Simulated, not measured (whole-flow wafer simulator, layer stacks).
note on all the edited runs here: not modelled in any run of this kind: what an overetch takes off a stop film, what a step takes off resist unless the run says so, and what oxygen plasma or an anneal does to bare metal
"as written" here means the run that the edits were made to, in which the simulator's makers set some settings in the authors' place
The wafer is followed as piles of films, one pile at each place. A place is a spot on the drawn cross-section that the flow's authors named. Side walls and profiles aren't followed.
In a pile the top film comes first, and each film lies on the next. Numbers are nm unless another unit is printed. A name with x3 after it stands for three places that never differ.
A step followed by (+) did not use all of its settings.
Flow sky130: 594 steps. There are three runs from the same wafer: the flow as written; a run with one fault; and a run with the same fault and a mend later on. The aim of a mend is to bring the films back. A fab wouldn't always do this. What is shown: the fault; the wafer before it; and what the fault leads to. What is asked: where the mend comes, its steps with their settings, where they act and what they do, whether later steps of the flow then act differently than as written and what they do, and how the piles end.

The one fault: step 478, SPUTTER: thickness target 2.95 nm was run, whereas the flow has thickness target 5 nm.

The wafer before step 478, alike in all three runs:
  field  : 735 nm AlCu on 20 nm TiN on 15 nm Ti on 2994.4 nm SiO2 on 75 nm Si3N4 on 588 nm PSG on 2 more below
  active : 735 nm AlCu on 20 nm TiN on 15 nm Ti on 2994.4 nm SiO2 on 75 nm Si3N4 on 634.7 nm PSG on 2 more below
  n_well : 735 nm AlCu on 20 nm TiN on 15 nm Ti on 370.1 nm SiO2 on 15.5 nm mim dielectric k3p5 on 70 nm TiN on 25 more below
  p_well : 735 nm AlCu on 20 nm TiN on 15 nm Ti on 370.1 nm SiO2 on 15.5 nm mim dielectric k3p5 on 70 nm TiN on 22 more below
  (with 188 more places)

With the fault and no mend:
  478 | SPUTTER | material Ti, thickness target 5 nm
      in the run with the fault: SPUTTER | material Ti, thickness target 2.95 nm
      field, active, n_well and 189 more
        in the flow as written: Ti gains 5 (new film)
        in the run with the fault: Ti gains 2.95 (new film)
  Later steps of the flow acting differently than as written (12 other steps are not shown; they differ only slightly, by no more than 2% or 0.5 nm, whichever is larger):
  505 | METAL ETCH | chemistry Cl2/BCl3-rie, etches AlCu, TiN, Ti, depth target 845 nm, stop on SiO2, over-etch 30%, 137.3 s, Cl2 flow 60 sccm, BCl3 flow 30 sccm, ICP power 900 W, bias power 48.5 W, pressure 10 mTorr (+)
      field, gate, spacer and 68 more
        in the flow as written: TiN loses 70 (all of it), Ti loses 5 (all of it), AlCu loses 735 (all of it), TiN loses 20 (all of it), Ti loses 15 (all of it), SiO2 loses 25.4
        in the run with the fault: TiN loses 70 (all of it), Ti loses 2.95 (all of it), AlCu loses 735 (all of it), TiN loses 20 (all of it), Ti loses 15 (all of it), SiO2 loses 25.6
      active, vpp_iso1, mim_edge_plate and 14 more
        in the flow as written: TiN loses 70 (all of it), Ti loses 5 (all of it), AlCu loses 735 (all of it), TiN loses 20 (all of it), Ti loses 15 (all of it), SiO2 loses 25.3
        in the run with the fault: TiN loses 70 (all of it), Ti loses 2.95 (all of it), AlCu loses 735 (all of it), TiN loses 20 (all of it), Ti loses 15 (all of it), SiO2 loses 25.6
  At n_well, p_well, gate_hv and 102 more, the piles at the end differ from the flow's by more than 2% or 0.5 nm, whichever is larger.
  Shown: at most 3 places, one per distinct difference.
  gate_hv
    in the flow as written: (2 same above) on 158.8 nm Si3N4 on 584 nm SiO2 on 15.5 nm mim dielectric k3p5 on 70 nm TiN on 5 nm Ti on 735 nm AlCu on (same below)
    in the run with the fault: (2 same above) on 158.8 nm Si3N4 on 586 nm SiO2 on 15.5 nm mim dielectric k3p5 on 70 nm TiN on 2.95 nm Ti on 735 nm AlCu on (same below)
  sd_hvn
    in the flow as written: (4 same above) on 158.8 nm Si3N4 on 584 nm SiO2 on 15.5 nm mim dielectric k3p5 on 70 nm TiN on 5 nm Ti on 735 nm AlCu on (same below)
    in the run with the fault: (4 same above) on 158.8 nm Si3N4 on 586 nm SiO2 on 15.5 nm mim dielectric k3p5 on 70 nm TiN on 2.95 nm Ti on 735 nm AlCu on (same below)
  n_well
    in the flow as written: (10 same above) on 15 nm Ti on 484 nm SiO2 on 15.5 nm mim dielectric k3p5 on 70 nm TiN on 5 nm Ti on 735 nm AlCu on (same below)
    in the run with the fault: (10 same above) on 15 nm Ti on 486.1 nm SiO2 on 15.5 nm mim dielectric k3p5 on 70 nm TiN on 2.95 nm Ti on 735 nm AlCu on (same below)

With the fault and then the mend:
  The mend follows step 478.
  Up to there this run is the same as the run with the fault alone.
  478a | SPUTTER | material Ti, thickness target 2.05 nm (the flow's step 478, run once more with other settings)
      field, active, n_well and 189 more
        Ti gains 2.05
  None of the later steps of the flow acts differently than as written at any place that is followed.
  By the end, the piles equal the flow's at every place that both follow.
